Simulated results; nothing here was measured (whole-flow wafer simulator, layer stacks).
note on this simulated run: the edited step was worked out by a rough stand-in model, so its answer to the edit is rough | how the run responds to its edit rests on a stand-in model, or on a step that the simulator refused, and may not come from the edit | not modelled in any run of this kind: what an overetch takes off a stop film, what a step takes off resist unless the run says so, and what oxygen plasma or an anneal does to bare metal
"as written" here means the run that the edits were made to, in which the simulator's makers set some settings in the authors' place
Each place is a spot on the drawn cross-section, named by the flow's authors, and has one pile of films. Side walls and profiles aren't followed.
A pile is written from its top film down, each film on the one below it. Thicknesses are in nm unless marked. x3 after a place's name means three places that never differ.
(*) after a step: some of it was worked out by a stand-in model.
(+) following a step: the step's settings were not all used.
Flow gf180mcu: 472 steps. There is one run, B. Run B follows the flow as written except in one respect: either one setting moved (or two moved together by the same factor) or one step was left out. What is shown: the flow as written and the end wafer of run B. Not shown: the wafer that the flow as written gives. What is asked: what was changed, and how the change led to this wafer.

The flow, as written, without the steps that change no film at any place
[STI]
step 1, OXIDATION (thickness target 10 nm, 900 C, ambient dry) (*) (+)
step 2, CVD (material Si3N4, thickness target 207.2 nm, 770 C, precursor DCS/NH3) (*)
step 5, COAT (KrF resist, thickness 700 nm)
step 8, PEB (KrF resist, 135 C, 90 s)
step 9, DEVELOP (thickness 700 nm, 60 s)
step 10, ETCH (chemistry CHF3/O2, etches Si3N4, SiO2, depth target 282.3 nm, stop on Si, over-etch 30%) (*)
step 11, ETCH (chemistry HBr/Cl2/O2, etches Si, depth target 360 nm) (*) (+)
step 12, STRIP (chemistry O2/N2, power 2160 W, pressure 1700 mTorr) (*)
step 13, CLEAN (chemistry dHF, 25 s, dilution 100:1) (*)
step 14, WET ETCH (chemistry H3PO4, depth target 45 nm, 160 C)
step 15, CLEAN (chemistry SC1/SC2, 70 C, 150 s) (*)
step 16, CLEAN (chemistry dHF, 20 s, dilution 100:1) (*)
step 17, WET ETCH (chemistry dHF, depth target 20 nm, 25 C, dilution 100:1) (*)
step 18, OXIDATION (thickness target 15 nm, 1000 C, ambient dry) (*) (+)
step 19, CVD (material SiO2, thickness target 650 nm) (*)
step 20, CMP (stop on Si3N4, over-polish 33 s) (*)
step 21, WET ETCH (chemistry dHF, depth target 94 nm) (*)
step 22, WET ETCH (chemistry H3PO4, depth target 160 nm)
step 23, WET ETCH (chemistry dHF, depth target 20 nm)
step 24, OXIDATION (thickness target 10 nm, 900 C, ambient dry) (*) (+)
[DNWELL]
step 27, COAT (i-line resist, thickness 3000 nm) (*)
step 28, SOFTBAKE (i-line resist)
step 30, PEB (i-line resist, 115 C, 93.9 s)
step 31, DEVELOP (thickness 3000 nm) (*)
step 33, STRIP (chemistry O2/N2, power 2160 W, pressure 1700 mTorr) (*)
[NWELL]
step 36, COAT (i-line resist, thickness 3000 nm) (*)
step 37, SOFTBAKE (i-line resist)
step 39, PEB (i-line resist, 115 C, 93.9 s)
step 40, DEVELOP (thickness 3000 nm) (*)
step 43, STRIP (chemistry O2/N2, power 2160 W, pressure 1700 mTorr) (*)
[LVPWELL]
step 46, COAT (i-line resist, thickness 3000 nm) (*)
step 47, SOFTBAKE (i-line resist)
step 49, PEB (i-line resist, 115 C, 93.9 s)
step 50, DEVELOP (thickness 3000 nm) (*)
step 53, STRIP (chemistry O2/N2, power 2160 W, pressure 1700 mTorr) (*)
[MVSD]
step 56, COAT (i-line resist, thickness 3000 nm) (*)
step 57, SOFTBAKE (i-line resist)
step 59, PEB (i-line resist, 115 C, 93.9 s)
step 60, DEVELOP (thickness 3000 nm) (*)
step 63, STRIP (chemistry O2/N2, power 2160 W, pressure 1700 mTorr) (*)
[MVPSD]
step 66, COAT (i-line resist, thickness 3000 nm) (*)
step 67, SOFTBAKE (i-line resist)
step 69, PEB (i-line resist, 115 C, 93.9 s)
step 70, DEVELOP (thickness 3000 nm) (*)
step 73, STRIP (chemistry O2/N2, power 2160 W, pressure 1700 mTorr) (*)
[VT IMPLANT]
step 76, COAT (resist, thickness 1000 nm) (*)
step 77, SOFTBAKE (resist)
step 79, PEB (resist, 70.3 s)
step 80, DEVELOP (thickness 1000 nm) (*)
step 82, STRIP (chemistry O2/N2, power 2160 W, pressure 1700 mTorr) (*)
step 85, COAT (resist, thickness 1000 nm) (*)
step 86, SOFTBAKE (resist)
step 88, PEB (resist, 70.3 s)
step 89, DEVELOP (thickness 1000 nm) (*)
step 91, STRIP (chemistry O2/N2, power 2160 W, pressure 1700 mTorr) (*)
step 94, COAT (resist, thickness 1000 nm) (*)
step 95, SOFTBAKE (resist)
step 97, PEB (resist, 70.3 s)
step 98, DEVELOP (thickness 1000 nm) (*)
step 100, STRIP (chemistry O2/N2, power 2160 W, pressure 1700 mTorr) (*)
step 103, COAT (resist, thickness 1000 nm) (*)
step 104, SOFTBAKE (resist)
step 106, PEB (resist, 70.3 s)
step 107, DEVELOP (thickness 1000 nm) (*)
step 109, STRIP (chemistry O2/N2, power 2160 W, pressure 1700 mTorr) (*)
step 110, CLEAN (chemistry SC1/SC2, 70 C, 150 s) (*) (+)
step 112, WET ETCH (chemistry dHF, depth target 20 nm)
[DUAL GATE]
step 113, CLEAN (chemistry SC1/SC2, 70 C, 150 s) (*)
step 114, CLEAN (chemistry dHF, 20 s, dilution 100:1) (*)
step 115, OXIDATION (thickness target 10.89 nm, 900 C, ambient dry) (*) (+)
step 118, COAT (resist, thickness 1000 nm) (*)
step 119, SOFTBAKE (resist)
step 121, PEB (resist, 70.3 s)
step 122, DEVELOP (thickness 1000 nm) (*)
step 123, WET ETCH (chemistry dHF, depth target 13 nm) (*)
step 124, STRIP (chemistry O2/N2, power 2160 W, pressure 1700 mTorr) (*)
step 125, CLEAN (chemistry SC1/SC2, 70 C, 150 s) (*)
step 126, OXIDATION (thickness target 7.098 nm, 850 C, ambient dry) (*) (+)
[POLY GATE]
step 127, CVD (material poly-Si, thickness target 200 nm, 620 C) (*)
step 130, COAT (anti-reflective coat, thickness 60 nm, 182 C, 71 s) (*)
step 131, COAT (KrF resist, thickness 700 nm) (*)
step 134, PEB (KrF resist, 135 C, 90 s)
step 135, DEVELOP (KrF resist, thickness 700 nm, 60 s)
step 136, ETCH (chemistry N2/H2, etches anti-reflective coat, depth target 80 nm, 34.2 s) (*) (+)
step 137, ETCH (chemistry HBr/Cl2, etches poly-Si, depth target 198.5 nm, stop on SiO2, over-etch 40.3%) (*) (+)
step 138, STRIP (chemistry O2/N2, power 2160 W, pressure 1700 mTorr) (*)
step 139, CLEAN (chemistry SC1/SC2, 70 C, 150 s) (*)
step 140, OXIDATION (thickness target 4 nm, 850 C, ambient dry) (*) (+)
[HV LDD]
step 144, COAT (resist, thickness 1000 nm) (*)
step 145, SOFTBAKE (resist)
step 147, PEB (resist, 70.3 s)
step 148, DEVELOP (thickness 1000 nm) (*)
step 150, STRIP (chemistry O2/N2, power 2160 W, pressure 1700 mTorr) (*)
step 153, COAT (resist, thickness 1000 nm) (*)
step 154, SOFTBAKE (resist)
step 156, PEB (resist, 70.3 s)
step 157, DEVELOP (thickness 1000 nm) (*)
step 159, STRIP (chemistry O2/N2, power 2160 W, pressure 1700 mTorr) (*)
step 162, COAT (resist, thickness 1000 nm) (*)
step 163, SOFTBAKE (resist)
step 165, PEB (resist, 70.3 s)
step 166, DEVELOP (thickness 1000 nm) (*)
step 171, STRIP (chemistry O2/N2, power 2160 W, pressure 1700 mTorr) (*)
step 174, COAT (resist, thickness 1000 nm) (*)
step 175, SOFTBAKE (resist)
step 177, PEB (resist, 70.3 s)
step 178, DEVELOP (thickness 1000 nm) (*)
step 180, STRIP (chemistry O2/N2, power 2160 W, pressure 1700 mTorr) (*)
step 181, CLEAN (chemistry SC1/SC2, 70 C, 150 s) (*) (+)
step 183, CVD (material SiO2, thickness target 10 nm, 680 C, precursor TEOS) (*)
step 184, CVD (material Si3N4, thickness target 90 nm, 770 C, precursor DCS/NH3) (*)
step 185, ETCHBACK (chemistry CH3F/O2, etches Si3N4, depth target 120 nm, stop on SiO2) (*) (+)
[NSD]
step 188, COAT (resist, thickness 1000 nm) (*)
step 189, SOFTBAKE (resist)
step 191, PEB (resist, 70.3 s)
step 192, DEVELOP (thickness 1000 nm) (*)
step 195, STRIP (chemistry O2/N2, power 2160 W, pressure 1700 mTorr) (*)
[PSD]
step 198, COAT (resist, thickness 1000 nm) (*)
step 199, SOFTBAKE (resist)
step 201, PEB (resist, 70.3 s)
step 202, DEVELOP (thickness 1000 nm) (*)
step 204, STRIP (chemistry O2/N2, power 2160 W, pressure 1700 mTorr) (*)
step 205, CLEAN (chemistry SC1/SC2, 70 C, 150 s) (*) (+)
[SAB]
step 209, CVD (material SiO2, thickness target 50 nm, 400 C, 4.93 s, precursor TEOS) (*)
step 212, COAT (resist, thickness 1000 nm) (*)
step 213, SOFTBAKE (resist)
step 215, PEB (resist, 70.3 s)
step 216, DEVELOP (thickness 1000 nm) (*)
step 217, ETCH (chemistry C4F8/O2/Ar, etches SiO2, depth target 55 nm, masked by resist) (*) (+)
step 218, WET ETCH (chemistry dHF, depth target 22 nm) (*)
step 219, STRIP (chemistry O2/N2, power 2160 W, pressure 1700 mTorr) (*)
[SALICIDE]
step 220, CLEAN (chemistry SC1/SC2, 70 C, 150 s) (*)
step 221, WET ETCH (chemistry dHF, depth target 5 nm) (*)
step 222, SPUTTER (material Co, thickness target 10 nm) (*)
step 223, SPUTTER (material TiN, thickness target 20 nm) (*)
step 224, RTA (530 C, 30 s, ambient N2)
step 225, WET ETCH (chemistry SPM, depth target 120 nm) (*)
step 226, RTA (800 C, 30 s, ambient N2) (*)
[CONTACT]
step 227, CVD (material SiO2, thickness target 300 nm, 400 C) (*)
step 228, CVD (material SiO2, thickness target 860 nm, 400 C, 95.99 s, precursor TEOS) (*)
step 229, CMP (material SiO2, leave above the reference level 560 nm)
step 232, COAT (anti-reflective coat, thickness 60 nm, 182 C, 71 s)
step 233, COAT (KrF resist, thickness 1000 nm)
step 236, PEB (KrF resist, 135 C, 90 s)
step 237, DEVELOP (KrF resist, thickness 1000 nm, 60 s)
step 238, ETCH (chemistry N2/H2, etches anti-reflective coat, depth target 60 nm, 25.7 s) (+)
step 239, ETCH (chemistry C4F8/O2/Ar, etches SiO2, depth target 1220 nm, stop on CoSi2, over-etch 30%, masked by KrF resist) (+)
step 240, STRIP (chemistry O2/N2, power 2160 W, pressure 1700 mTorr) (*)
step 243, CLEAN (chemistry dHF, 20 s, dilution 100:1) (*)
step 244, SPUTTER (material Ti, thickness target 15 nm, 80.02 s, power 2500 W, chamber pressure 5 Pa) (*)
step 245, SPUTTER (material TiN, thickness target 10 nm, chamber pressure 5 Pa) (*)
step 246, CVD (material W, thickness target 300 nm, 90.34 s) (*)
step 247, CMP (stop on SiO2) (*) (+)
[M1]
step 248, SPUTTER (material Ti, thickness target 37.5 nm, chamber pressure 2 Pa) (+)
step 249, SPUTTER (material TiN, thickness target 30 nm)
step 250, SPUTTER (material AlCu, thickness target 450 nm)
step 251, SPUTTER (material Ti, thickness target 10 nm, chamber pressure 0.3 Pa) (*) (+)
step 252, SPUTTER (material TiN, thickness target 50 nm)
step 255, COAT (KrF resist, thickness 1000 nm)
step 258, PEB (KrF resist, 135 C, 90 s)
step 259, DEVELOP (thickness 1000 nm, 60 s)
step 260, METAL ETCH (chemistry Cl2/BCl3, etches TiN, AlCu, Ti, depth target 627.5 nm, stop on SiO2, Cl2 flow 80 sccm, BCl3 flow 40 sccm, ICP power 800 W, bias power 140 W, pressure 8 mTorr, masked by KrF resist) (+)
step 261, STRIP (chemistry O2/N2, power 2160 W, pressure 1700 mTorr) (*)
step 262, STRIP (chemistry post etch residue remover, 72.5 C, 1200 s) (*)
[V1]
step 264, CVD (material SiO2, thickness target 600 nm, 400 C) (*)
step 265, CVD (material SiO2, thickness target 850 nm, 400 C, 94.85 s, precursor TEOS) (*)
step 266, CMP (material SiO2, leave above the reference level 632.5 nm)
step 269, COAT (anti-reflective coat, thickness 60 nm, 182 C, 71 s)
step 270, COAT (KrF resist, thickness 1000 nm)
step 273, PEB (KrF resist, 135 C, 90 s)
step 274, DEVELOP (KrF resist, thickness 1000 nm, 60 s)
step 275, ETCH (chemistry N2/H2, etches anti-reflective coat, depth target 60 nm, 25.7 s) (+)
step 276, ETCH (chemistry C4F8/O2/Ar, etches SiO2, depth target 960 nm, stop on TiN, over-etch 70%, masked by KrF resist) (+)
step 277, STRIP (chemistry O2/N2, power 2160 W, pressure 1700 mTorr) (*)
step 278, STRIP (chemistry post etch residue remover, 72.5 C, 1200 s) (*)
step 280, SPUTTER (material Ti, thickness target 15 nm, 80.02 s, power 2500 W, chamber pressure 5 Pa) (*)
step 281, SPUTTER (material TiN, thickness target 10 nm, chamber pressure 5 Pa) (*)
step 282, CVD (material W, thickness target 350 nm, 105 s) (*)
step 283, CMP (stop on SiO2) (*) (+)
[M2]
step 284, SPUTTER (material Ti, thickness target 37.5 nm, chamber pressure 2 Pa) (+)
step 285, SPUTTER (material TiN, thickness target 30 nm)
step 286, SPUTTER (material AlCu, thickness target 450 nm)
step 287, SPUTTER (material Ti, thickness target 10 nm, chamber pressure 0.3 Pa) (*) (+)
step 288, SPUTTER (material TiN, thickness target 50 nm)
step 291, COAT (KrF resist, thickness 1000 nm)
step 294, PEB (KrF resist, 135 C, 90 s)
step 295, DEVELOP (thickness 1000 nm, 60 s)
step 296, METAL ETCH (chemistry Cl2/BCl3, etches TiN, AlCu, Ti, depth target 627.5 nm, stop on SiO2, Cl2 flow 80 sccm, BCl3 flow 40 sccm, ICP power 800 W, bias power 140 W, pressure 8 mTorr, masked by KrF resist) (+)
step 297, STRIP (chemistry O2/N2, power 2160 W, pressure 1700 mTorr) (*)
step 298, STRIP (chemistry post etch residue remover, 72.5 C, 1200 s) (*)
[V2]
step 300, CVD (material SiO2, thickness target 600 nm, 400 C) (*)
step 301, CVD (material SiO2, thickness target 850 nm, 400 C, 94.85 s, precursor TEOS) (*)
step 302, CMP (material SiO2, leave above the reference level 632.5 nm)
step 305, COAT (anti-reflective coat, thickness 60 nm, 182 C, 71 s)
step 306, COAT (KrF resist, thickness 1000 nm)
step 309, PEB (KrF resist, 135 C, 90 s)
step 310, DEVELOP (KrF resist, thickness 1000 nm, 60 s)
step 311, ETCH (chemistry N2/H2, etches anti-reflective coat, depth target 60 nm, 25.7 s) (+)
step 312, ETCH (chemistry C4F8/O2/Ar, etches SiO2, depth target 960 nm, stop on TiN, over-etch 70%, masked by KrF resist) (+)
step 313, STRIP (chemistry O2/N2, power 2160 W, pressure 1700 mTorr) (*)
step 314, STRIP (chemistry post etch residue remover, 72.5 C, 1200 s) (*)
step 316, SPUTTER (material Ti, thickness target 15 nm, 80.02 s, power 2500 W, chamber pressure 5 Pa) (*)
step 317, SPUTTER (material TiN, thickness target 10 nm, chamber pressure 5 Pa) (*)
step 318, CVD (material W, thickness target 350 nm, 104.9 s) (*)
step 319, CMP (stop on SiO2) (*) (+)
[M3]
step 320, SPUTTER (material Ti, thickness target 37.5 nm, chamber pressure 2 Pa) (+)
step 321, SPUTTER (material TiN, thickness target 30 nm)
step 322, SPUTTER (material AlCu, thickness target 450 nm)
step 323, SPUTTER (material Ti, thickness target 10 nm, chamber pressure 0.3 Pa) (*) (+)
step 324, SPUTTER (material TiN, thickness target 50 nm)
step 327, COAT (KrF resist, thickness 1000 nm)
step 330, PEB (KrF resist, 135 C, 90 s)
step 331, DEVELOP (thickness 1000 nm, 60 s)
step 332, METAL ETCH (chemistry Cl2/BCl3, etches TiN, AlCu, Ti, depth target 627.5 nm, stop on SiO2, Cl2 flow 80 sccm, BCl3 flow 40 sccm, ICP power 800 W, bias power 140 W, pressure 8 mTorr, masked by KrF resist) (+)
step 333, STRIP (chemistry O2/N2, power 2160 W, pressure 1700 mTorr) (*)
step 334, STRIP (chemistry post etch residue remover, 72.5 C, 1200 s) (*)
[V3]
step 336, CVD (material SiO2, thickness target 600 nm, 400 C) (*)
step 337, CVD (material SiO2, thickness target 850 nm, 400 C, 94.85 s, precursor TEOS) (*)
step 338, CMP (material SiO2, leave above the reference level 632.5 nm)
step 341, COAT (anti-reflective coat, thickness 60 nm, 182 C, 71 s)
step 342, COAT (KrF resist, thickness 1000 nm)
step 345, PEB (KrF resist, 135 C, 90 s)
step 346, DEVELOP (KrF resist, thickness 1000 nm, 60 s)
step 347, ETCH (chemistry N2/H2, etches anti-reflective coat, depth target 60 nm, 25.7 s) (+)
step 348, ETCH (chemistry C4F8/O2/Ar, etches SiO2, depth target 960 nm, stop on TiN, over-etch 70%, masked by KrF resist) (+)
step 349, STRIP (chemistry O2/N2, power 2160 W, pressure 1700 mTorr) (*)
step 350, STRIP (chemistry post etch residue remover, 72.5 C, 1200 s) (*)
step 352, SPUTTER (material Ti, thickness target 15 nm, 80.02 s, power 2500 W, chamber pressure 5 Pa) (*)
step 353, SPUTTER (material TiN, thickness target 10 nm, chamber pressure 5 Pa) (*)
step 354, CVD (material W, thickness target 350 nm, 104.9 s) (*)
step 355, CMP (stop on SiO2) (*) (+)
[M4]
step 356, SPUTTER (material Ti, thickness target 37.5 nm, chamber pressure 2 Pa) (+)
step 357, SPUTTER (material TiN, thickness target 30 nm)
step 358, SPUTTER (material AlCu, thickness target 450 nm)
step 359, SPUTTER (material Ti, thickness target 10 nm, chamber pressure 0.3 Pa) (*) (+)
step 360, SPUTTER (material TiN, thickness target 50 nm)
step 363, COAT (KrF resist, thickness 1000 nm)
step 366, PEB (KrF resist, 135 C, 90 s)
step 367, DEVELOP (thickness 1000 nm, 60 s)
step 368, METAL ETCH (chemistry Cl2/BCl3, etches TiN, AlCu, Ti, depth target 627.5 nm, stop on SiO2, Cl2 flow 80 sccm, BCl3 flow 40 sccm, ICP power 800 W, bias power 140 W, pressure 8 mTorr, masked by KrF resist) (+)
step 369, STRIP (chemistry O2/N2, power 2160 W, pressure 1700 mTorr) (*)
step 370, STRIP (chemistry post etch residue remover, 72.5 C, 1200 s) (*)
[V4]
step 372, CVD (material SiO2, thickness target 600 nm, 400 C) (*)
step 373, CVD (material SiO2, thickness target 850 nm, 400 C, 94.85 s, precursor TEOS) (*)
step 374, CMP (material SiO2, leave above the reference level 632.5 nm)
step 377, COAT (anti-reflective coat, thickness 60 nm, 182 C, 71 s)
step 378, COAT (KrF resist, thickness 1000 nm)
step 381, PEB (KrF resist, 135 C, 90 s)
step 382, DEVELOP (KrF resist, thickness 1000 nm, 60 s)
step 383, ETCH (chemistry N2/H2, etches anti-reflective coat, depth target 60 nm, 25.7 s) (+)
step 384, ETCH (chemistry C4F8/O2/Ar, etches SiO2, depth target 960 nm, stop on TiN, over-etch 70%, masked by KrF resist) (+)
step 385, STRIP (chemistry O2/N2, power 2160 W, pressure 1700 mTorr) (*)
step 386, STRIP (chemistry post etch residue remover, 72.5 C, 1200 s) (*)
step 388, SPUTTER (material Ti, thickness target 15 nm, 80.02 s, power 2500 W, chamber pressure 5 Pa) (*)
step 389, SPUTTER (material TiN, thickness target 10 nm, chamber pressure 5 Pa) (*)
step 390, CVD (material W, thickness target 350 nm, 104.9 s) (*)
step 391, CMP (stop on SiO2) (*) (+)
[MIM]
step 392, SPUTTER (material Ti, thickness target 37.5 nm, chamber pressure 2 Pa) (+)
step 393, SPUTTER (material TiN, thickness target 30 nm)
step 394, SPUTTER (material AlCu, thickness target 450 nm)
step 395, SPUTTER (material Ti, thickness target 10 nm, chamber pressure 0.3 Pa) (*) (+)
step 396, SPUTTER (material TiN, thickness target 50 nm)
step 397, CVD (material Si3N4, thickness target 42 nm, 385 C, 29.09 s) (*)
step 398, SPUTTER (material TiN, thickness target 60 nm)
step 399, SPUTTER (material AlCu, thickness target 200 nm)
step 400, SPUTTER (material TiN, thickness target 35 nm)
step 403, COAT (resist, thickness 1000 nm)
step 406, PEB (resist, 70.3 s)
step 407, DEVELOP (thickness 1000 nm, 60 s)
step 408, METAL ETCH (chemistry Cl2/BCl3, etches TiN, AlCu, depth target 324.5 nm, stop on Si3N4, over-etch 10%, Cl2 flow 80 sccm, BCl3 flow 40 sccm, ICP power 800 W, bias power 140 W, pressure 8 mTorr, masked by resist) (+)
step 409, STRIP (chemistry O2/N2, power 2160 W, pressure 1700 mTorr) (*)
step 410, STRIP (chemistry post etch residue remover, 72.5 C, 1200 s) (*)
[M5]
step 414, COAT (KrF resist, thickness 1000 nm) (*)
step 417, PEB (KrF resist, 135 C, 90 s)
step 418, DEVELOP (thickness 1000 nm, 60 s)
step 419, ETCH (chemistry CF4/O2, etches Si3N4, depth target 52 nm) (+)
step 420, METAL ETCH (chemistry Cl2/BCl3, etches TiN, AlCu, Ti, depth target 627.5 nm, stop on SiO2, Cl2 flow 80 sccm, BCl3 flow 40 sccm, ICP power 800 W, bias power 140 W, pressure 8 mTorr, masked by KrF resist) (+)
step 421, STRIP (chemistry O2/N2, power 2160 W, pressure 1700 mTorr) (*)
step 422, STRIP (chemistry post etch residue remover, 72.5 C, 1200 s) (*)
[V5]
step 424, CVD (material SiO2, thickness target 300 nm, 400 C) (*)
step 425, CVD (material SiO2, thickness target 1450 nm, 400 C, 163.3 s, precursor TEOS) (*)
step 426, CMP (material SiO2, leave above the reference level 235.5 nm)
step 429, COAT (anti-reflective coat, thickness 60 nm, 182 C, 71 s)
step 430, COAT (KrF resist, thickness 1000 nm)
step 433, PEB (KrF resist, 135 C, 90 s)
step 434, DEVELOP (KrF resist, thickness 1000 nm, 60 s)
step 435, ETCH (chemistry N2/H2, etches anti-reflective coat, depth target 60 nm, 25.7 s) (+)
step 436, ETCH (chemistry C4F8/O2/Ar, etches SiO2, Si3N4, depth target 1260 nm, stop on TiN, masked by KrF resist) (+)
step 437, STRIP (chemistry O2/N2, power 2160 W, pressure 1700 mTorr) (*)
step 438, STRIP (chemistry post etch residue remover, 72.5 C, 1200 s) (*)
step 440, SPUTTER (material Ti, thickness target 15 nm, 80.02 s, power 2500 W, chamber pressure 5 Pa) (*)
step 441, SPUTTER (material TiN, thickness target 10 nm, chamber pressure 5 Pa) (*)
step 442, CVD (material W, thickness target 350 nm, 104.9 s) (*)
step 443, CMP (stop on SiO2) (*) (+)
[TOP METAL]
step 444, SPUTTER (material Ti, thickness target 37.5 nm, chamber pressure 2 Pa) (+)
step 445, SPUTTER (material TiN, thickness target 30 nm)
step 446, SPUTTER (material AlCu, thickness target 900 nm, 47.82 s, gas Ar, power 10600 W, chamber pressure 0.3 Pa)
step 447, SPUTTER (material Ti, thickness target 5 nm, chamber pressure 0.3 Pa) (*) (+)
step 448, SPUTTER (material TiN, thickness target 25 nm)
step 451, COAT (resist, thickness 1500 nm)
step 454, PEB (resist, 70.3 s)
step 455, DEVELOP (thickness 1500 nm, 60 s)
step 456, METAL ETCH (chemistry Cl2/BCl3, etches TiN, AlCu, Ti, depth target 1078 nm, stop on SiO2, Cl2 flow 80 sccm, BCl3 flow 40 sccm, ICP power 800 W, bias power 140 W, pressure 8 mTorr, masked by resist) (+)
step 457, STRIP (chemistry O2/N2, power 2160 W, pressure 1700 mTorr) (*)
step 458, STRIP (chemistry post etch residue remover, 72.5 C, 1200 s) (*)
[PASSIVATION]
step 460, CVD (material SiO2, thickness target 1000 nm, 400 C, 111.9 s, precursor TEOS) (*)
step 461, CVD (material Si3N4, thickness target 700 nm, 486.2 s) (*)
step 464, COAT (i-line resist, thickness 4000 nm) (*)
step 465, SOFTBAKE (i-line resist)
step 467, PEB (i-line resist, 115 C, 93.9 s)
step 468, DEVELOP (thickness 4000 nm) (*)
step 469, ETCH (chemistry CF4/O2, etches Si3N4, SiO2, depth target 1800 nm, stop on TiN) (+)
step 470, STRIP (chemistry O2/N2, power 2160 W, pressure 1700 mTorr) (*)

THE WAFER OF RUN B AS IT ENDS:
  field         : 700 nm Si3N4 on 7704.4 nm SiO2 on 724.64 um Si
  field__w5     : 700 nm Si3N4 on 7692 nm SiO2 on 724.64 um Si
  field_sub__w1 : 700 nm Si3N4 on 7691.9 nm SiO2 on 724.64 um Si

The reason: step 425, CVD: thickness target 616 nm was run, while the flow as written has thickness target 1450 nm; step 425, CVD: 69.39 s was run, where the flow has 163.3 s.

How this came from the change, step by step:
  step 425, CVD (material SiO2, thickness target 1450 nm, 400 C, 163.3 s, precursor TEOS) (*)
      field, field__w1, field__w4 and 100 more: SiO2 gains 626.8 (it would be, as written: SiO2 gains 1450)
      field__w2, field__w3, field__w12 and 6 more: SiO2 gains 615.2 (it would be, as written: SiO2 gains 1421.8)
  step 426, CMP (material SiO2, leave above the reference level 235.5 nm)
      field, field__w1, field__w5 and 92 more: nothing (it would be, as written: SiO2 loses 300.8)
      field__w2, field__w3, field__w12 and 6 more: nothing (it would be, as written: SiO2 loses 272.7)
      (as well as at 8 more places)
  step 429, COAT (anti-reflective coat, thickness 60 nm, 182 C, 71 s)
      field_sub__w2, field_sub__w3, field_sub__w4 and 8 more: anti-reflective coat gains 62 (new film) (it would be, as written: anti-reflective coat gains 60 (new film))
      p_well, sti, spacer, sd_n, pad, dice_street, gate_nat: anti-reflective coat gains 63.1 (new film) (it would be, as written: anti-reflective coat gains 60 (new film))
      (as well as at 54 more places)
  step 430, COAT (KrF resist, thickness 1000 nm)
      field__w9, field__w12: KrF resist gains 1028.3 (new film) (it would be, as written: KrF resist gains 1000 (new film))
      field: KrF resist gains 941.6 (new film) (it would be, as written: KrF resist gains 1000 (new film))
      (as well as at 28 more places)
  step 433, PEB (KrF resist, 135 C, 90 s)
      field__w7, ppoly_u: KrF resist loses 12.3 (it would be, as written: KrF resist loses 10.5)
      polyc_n, polyc_n_rim: KrF resist loses 15.7 (it would be, as written: KrF resist loses 10.5)
      (as well as at 19 more places)
  step 434, DEVELOP (KrF resist, thickness 1000 nm, 60 s)
      contact: KrF resist loses 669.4 (all of it) (it would be, as written: KrF resist loses 989.5 (all of it))
  step 435, ETCH (chemistry N2/H2, etches anti-reflective coat, depth target 60 nm, 25.7 s) (+)
      contact: anti-reflective coat loses 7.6 (all of it), SiO2 loses 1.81 (it would be, as written: anti-reflective coat loses 60 (all of it), SiO2 loses 0.46)
  step 437, STRIP (chemistry O2/N2, power 2160 W, pressure 1700 mTorr) (*)
      p_well, sti, spacer, sd_n, pad, dice_street: KrF resist loses 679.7 (all of it), anti-reflective coat loses 63.1 (all of it) (it would be, as written: KrF resist loses 679.2 (all of it), anti-reflective coat loses 60 (all of it))
      ld_sd_p, ld_gate_p, ld_fp_p, ld_drift_p, ld_drn_p: KrF resist loses 684.3 (all of it), anti-reflective coat loses 62 (all of it) (it would be, as written: KrF resist loses 679.2 (all of it), anti-reflective coat loses 60 (all of it))
      (as well as at 63 more places)
  step 440, SPUTTER (material Ti, thickness target 15 nm, 80.02 s, power 2500 W, chamber pressure 5 Pa) (*)
      contact: Ti gains 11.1 (new film) (it would be, as written: Ti gains 8.12 (new film))
  step 441, SPUTTER (material TiN, thickness target 10 nm, chamber pressure 5 Pa) (*)
      contact: TiN gains 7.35 (new film) (it would be, as written: TiN gains 5.38 (new film))
  step 442, CVD (material W, thickness target 350 nm, 104.9 s) (*)
      contact: W gains 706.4 (new film) (it would be, as written: W gains 1233.6 (new film))
  step 443, CMP (stop on SiO2) (*) (+)
      field__w3, field__w12, npoly_sal, ppoly_sal, nw_sep_fld, gate_hv5, gate_p_hv5, sti_nw: W loses 350 (all of it), TiN loses 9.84 (all of it), Ti loses 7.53 (it would be, as written: W loses 350 (all of it), TiN loses 10 (all of it), Ti loses 15 (all of it), SiO2 loses 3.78)
      field__w2: W loses 350 (all of it), TiN loses 9.64 (all of it), Ti loses 7.24 (it would be, as written: W loses 350 (all of it), TiN loses 10 (all of it), Ti loses 15 (all of it), SiO2 loses 3.78)
      (as well as at 102 more places)
  step 444, SPUTTER (material Ti, thickness target 37.5 nm, chamber pressure 2 Pa) (+)
      field__w2, field__w3, field__w12 and 6 more: Ti gains 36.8 (it would be, as written: Ti gains 37.5 (new film))
  step 445, SPUTTER (material TiN, thickness target 30 nm)
      field__w2, field__w3, field__w12 and 6 more: TiN gains 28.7 (new film) (it would be, as written: TiN gains 30 (new film))
  step 446, SPUTTER (material AlCu, thickness target 900 nm, 47.82 s, gas Ar, power 10600 W, chamber pressure 0.3 Pa)
      field__w2, field__w3, field__w12 and 6 more: AlCu gains 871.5 (new film) (it would be, as written: AlCu gains 900 (new film))
  step 447, SPUTTER (material Ti, thickness target 5 nm, chamber pressure 0.3 Pa) (*) (+)
      field__w2: Ti gains 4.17 (new film) (it would be, as written: Ti gains 5 (new film))
  ... another 10 steps ...
  step 470, STRIP (chemistry O2/N2, power 2160 W, pressure 1700 mTorr) (*)
      field__w8, m1__w1: i-line resist loses 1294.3 (all of it) (it would be, as written: i-line resist loses 1775.9 (all of it))
      m1: i-line resist loses 1313.4 (all of it) (it would be, as written: i-line resist loses 1798.9 (all of it))
      (as well as at 3 more places)
